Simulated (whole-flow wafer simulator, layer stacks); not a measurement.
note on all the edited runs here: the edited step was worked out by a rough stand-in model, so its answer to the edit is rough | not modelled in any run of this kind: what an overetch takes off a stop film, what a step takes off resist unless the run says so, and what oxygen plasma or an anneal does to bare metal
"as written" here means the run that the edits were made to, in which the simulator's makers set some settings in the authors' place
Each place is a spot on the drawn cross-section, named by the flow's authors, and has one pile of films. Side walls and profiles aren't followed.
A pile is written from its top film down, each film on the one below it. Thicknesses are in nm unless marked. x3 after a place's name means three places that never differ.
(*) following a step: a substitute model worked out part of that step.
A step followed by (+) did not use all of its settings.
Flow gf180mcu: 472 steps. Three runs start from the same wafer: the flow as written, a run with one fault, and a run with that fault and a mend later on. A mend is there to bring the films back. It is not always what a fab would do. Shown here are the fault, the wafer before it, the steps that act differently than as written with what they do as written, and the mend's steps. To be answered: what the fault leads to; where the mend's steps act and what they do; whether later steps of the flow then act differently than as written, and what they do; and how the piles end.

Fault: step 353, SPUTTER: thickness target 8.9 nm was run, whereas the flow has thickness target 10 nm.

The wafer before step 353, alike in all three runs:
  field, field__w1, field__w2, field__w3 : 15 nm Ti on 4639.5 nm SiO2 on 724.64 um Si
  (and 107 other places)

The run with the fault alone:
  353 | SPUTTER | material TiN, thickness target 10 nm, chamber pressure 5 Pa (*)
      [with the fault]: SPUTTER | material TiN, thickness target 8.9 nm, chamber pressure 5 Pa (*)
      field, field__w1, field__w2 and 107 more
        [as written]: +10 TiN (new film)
        [with the fault]: +8.9 TiN (new film)
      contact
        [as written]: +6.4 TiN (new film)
        [with the fault]: +5.7 TiN (new film)
  Later steps of the flow acting differently than as written (not shown: 1 more step that differs only slightly, by at most 2% or 0.5 nm, whichever is larger):
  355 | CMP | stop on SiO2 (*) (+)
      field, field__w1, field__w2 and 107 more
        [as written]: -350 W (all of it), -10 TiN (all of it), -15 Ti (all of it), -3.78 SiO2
        [with the fault]: -350 W (all of it), -8.9 TiN (all of it), -15 Ti (all of it), -3.77 SiO2
  At contact, the piles at the end differ from the flow's by more than 2% or 0.5 nm, whichever is larger.
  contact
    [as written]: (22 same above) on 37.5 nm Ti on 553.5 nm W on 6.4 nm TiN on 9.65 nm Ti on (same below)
    [with the fault]: (22 same above) on 37.5 nm Ti on 554.2 nm W on 5.7 nm TiN on 9.65 nm Ti on (same below)

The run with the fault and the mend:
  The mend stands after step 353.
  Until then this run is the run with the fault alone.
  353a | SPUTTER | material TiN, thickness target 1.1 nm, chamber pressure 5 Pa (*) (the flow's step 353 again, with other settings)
      field, field__w1, field__w2 and 107 more
        +1.1 TiN
      contact
        +0.7 TiN
  None of the later steps of the flow acts differently than as written at any place that is followed.
  At every place that both follow, the piles at the end match the flow's.
